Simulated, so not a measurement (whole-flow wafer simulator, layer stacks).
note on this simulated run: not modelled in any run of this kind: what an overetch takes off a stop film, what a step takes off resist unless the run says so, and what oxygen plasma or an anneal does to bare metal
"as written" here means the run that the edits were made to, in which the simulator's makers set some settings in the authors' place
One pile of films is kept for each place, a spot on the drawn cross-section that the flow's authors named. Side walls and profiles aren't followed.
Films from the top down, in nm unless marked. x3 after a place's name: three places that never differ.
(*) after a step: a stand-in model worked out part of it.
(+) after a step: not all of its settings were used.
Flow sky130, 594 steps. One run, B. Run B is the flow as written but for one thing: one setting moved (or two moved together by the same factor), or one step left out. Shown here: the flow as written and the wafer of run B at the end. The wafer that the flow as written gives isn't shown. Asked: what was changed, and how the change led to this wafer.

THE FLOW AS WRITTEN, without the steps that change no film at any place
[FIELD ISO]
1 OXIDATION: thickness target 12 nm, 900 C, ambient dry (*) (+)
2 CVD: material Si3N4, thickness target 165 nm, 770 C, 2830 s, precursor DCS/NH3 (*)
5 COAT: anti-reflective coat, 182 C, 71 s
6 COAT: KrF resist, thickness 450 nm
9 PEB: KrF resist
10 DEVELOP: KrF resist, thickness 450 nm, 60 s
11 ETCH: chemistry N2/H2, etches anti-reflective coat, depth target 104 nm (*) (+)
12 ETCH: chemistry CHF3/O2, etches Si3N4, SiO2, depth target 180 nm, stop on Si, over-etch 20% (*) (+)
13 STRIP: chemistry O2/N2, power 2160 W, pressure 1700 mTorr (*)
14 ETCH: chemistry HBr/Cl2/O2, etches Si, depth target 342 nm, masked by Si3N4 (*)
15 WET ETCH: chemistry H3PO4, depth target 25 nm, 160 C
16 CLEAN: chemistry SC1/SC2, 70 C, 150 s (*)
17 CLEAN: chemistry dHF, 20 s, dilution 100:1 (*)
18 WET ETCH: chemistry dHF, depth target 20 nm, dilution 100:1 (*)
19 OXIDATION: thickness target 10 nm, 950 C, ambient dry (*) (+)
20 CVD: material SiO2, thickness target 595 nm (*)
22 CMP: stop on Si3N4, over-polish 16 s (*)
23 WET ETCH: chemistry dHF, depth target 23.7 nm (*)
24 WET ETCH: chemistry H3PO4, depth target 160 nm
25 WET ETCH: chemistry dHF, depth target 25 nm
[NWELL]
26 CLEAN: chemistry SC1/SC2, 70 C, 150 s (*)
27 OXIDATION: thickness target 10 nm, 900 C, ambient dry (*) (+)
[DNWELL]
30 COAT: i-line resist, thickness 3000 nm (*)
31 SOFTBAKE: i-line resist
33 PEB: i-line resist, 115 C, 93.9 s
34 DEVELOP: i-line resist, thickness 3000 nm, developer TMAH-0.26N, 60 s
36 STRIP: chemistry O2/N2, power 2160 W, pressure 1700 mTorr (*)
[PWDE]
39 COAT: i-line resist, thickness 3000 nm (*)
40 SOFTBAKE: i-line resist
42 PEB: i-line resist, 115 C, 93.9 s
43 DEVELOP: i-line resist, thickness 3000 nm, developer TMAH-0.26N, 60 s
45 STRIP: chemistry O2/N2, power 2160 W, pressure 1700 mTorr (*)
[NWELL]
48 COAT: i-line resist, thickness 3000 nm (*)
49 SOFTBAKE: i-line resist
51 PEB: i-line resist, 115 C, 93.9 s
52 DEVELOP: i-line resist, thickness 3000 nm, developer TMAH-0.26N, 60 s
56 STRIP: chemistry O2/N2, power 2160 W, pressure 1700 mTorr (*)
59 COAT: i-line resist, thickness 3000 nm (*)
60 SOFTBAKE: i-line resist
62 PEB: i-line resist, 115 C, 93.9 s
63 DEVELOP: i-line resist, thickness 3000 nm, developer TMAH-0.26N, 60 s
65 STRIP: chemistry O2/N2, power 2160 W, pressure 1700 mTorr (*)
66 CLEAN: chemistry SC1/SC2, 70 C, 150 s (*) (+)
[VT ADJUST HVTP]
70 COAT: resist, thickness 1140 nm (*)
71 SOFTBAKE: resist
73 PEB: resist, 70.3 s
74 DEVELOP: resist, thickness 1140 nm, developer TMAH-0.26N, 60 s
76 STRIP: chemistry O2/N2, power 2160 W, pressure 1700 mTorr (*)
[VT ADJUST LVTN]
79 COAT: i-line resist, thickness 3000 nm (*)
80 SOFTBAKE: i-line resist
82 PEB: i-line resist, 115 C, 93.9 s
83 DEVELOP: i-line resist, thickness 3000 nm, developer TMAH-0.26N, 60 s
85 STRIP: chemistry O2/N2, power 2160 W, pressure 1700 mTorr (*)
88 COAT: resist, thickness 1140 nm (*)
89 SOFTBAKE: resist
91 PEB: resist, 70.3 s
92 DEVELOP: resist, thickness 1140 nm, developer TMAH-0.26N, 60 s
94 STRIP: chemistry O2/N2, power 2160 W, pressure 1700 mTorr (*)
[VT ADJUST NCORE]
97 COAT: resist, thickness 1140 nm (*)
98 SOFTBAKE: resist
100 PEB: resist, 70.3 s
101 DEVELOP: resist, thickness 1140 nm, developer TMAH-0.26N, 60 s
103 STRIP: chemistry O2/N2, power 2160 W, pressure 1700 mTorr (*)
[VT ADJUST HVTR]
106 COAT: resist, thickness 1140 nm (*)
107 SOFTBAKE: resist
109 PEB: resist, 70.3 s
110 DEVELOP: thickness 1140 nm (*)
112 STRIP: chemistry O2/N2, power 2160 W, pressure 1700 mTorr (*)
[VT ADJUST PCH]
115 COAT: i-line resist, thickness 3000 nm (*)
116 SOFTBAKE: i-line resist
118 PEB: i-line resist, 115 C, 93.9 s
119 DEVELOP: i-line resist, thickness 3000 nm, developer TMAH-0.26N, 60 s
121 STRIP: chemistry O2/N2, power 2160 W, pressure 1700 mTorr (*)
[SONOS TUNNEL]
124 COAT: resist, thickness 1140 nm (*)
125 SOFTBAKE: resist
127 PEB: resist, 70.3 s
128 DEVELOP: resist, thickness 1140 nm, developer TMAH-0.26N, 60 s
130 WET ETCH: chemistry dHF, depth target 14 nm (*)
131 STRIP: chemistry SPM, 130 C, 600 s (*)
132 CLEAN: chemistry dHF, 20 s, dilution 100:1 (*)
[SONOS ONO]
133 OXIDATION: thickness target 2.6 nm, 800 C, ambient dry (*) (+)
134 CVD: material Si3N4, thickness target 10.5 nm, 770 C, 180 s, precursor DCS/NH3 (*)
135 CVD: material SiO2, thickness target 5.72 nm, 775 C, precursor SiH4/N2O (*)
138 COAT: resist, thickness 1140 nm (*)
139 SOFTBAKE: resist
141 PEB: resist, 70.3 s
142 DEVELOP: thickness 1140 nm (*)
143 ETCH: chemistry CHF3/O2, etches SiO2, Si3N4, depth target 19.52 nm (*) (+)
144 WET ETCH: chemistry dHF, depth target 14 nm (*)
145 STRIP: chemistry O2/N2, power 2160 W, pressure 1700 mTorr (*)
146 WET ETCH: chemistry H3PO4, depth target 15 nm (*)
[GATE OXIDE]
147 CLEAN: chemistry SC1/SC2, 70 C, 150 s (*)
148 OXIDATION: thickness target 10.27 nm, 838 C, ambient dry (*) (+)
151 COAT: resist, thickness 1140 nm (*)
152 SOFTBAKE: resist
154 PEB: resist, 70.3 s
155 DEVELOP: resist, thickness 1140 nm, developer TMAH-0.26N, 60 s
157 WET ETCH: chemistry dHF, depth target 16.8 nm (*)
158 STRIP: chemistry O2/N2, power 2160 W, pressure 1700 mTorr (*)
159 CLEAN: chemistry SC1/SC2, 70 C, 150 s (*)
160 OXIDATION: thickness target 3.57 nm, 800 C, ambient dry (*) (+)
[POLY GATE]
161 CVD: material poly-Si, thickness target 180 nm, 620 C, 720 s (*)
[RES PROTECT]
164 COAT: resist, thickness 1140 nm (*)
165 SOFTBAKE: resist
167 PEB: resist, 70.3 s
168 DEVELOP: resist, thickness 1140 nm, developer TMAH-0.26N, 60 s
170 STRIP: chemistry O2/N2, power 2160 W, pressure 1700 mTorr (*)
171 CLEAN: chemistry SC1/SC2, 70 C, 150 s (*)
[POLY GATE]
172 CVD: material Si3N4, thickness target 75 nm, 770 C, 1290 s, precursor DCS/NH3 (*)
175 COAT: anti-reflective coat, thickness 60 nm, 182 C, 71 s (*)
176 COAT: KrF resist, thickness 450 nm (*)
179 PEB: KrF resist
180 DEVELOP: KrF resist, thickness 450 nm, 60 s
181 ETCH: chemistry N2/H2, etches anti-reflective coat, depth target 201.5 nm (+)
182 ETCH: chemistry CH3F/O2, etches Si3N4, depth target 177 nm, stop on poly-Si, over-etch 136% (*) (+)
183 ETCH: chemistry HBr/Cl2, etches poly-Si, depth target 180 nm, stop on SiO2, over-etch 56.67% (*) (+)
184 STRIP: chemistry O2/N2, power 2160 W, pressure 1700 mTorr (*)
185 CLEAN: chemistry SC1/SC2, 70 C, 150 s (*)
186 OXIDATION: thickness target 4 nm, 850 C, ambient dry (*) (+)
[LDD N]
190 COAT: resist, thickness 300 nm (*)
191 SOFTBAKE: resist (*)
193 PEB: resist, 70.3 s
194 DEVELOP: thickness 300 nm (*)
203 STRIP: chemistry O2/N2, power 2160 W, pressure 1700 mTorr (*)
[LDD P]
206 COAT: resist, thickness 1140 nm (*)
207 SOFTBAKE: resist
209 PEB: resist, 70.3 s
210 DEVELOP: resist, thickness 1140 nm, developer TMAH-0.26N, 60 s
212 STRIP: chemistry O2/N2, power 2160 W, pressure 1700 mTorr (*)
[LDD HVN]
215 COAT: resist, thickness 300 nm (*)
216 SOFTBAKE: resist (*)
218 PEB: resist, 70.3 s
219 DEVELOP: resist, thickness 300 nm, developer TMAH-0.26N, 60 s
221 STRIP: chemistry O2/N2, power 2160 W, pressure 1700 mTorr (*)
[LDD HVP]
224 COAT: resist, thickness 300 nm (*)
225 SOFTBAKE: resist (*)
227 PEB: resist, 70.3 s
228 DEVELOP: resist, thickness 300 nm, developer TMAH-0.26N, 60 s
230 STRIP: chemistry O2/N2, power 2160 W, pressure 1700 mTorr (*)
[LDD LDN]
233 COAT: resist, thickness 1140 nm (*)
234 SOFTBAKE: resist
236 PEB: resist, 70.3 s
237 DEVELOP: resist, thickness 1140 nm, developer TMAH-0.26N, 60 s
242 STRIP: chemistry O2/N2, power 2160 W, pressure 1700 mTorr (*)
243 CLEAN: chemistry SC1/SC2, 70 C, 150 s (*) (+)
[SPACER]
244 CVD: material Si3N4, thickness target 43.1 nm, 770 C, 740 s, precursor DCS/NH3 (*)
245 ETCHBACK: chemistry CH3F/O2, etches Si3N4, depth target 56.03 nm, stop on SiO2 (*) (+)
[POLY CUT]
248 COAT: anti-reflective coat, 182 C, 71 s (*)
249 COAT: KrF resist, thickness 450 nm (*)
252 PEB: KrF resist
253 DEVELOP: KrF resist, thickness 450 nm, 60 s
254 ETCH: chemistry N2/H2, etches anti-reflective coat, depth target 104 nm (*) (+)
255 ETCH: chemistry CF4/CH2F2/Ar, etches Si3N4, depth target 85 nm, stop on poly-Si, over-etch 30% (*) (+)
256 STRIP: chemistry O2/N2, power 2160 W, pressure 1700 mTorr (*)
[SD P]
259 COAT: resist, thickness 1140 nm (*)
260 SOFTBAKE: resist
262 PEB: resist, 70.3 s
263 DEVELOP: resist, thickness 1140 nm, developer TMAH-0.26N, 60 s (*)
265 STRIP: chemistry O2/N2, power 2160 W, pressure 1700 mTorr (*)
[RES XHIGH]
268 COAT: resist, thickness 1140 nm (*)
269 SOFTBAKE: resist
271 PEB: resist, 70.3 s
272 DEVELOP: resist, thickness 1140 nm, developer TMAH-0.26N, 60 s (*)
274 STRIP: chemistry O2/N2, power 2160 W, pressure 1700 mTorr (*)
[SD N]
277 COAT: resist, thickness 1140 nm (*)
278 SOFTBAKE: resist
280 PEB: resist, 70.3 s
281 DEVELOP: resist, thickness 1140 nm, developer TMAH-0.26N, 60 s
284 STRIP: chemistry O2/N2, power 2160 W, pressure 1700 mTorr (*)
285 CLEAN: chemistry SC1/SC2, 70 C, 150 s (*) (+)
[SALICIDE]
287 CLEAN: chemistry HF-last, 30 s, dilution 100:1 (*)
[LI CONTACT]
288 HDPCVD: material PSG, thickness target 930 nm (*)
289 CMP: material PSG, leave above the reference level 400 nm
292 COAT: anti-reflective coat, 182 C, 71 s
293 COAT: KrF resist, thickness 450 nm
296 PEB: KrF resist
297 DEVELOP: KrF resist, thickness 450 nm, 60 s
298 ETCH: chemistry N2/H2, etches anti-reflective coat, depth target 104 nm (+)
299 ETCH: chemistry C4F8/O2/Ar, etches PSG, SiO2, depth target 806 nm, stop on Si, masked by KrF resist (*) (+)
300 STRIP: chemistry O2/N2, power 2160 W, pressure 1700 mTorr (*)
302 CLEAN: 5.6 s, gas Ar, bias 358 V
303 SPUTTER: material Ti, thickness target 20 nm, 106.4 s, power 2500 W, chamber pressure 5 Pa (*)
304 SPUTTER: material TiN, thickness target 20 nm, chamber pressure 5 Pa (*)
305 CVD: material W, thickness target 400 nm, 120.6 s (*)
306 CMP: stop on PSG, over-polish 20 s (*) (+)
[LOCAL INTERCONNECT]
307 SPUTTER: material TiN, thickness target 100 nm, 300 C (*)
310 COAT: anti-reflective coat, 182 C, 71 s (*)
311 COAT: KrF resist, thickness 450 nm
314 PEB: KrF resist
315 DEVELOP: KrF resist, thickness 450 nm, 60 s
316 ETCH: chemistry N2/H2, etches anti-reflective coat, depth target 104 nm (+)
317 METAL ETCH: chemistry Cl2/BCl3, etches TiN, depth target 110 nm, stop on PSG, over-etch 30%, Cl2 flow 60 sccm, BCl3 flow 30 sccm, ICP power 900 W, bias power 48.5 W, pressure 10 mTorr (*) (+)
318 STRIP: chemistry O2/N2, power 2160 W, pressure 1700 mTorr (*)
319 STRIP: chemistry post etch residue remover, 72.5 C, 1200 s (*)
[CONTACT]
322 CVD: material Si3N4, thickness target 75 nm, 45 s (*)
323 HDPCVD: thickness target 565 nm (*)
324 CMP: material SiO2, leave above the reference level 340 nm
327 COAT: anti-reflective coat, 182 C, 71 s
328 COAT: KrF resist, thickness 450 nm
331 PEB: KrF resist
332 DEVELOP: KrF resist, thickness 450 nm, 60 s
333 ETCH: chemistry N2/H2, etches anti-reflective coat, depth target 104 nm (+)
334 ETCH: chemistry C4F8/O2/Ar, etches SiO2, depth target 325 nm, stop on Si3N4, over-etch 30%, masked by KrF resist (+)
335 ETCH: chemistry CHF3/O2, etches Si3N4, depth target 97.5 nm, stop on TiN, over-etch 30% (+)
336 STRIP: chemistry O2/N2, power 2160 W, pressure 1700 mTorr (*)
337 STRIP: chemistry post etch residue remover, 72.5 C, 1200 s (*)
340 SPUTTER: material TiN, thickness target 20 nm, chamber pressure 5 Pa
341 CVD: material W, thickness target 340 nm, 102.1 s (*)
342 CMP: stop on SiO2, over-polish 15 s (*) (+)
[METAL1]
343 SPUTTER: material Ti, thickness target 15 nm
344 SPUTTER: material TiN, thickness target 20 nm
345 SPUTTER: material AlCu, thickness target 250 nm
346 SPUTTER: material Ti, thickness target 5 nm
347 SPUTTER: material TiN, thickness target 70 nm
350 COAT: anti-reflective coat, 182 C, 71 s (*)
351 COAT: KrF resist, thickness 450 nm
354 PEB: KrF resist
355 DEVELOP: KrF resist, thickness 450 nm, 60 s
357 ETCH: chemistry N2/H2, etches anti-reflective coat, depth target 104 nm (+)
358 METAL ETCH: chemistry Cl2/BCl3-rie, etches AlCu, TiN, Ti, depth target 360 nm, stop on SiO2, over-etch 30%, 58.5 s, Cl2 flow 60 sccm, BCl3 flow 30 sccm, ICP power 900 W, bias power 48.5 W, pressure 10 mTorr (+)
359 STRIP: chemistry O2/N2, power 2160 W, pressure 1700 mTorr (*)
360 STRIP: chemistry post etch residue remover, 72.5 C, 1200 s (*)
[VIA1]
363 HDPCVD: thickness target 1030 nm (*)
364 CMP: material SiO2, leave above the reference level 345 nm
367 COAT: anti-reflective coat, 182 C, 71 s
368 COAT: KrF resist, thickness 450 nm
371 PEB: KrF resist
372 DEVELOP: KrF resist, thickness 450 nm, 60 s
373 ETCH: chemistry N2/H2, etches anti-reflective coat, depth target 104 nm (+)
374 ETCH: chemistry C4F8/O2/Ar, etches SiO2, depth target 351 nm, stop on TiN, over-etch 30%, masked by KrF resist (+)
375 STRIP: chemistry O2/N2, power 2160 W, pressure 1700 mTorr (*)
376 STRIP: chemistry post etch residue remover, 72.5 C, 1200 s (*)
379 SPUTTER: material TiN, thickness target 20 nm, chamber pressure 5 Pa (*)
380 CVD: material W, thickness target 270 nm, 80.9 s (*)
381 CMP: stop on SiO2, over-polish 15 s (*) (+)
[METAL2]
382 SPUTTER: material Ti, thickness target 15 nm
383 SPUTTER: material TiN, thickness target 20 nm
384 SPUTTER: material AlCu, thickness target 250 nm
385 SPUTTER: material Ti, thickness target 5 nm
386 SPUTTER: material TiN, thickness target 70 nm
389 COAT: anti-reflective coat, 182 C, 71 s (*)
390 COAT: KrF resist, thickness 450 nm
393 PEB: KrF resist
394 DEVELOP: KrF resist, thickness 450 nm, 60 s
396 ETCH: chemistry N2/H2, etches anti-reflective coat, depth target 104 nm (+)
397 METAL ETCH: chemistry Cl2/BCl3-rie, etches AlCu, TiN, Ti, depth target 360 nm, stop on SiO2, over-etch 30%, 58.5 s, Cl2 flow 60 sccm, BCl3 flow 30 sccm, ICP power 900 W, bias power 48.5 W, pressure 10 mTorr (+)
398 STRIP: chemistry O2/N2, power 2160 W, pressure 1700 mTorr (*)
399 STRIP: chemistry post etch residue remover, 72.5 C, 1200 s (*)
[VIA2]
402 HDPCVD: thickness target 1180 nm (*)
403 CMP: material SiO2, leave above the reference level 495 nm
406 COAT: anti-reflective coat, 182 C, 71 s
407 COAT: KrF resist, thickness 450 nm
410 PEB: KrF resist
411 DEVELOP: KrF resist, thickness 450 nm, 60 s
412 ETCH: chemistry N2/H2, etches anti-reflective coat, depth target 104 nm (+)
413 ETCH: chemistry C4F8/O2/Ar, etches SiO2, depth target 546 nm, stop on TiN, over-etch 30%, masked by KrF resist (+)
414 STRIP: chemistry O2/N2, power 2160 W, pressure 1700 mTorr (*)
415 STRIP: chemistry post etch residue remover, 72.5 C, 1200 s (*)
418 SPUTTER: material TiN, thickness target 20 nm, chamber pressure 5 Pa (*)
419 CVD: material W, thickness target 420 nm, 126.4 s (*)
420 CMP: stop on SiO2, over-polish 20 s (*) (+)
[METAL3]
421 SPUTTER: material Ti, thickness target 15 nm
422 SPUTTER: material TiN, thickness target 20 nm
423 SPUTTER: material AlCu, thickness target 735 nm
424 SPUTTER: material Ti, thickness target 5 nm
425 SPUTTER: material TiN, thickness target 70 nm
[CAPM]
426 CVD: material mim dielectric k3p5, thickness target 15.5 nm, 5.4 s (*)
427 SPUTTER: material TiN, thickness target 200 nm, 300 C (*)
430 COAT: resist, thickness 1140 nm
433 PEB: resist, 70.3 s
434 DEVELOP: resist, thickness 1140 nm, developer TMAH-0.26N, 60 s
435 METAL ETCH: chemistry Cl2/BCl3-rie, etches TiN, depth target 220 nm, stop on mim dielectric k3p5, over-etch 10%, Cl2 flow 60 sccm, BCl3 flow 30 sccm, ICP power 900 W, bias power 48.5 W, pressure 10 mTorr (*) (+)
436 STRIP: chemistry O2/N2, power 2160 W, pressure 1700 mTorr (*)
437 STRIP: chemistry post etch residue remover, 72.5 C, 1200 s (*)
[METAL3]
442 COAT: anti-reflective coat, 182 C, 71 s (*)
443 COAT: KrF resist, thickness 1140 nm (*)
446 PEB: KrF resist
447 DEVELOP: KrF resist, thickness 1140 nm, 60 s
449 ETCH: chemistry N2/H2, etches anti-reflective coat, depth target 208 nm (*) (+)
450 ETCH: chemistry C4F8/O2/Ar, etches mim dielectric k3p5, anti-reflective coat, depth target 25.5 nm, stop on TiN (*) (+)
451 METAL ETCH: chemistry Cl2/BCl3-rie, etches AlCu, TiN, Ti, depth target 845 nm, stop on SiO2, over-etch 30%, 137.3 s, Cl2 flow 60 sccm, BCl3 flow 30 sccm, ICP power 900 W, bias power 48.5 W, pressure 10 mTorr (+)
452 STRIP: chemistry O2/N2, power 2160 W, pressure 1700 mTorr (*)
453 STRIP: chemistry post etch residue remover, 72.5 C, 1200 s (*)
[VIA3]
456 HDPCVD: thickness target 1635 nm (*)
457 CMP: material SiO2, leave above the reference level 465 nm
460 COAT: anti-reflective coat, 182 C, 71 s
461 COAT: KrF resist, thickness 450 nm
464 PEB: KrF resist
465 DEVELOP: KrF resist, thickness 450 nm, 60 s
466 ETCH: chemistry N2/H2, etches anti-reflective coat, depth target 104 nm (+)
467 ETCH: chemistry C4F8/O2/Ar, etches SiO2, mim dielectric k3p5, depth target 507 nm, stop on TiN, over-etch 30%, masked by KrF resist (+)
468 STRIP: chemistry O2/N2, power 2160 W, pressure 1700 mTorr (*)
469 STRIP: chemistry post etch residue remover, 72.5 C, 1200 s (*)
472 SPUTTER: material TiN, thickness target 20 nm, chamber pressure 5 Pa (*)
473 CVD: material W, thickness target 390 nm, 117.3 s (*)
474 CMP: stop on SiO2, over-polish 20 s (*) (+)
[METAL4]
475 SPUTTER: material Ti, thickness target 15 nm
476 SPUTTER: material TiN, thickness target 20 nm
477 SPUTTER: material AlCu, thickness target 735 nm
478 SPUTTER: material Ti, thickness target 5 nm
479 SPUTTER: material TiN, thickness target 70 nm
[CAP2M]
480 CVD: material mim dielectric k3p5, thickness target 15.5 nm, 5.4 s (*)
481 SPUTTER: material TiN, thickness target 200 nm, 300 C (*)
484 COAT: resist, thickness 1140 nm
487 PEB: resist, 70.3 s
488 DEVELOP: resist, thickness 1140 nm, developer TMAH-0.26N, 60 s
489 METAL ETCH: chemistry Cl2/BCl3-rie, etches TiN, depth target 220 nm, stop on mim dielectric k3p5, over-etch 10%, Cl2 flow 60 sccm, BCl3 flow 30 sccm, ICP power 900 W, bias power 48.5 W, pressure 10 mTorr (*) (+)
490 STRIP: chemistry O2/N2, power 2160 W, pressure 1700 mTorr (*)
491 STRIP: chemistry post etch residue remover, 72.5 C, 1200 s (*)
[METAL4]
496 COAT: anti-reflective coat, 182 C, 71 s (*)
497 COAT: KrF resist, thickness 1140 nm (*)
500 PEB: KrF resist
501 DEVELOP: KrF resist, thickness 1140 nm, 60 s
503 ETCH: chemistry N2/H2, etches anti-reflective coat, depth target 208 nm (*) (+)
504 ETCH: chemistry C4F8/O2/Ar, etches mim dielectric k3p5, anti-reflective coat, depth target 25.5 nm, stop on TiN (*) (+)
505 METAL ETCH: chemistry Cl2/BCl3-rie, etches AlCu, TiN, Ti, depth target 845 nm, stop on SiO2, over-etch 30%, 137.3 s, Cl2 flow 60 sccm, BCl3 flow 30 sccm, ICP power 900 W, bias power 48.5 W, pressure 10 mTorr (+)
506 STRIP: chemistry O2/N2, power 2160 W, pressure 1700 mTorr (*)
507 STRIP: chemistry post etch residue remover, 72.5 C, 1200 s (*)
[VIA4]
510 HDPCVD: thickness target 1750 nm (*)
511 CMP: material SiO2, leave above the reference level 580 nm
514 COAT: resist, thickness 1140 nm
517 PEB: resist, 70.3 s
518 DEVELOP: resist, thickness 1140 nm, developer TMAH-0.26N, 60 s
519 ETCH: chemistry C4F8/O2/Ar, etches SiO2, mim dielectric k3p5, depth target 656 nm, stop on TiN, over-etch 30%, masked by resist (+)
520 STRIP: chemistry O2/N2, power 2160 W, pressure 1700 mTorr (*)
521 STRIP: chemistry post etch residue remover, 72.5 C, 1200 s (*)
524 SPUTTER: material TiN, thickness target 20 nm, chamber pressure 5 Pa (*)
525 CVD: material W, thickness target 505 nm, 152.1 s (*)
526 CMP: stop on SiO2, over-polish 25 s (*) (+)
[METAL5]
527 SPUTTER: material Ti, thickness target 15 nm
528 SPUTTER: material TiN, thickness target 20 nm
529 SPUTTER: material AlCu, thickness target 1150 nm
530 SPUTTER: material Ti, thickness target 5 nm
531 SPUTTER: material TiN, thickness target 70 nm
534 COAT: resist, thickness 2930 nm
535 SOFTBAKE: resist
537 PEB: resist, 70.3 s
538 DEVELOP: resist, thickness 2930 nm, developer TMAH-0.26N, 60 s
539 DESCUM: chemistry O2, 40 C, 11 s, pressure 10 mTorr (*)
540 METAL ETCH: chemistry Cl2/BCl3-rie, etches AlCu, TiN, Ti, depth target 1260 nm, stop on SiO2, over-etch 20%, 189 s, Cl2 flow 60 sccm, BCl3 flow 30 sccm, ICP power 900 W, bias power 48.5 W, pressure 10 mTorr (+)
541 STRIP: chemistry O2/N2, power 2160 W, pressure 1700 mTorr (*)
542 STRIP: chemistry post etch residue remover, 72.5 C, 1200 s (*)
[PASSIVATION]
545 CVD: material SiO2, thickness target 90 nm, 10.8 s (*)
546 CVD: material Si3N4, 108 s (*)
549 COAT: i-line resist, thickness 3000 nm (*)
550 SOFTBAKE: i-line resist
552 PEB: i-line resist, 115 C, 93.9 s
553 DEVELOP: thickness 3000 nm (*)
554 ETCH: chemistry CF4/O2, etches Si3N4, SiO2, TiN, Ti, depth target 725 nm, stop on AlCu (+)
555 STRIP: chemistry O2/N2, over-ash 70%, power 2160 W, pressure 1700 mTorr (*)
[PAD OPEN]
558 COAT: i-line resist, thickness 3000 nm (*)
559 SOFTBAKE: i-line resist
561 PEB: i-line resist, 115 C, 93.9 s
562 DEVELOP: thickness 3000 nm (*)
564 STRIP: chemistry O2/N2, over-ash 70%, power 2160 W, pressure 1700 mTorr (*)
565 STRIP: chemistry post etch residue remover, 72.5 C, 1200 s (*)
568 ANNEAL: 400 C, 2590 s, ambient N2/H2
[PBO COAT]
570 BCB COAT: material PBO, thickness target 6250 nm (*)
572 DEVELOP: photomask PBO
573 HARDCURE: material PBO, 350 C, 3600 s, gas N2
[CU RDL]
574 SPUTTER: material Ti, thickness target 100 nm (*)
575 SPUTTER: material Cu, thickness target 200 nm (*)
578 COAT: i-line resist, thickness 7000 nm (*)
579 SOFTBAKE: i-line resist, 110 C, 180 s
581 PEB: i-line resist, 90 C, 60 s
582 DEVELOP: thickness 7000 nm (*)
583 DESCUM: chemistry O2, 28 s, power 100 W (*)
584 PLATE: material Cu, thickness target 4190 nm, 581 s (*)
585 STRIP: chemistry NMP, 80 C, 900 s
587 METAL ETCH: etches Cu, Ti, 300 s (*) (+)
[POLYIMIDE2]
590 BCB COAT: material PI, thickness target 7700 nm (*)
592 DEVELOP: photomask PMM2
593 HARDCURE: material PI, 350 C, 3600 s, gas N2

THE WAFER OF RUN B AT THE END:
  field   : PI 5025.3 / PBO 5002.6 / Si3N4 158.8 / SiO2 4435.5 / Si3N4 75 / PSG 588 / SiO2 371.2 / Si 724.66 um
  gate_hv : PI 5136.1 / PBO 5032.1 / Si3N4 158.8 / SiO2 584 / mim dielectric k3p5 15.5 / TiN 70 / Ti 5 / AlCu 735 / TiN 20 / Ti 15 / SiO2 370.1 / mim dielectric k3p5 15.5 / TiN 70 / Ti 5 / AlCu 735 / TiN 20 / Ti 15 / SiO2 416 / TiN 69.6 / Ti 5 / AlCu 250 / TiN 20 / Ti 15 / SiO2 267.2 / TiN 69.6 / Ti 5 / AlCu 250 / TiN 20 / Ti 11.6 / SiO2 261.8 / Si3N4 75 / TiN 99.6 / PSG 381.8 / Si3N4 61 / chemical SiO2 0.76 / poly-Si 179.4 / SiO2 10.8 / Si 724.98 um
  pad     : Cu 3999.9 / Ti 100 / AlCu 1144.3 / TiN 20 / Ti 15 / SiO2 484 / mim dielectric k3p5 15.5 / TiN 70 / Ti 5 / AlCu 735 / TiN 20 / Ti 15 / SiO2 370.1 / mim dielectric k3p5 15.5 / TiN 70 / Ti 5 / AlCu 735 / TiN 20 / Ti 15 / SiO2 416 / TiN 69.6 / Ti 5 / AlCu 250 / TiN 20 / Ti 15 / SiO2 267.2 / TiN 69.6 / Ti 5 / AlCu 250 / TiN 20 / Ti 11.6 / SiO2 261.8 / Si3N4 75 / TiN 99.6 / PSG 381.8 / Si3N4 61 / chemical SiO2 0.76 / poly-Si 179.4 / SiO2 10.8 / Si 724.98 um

The cause: step 343, SPUTTER: thickness target 11.6 nm was run, where the flow has thickness target 15 nm.
It can be read off the wafer: gate_hv has Ti 11.6, and step 343 as written asks for 15 nm.

How the change led to this, step by step:
  343 SPUTTER: material Ti, thickness target 15 nm
      field, active, n_well and 188 more: Ti +11.6 (new film) (as written it would be: Ti +15 (new film))
  358 METAL ETCH: chemistry Cl2/BCl3-rie, etches AlCu, TiN, Ti, depth target 360 nm, stop on SiO2, over-etch 30%, 58.5 s, Cl2 flow 60 sccm, BCl3 flow 30 sccm, ICP power 900 W, bias power 48.5 W, pressure 10 mTorr (+)
      field, active, gate and 81 more: TiN -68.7 (all of it), Ti -5 (all of it), AlCu -250 (all of it), TiN -20 (all of it), Ti -11.6 (all of it), SiO2 -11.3 (as written it would be: TiN -68.7 (all of it), Ti -5 (all of it), AlCu -250 (all of it), TiN -20 (all of it), Ti -15 (all of it), SiO2 -10.9)
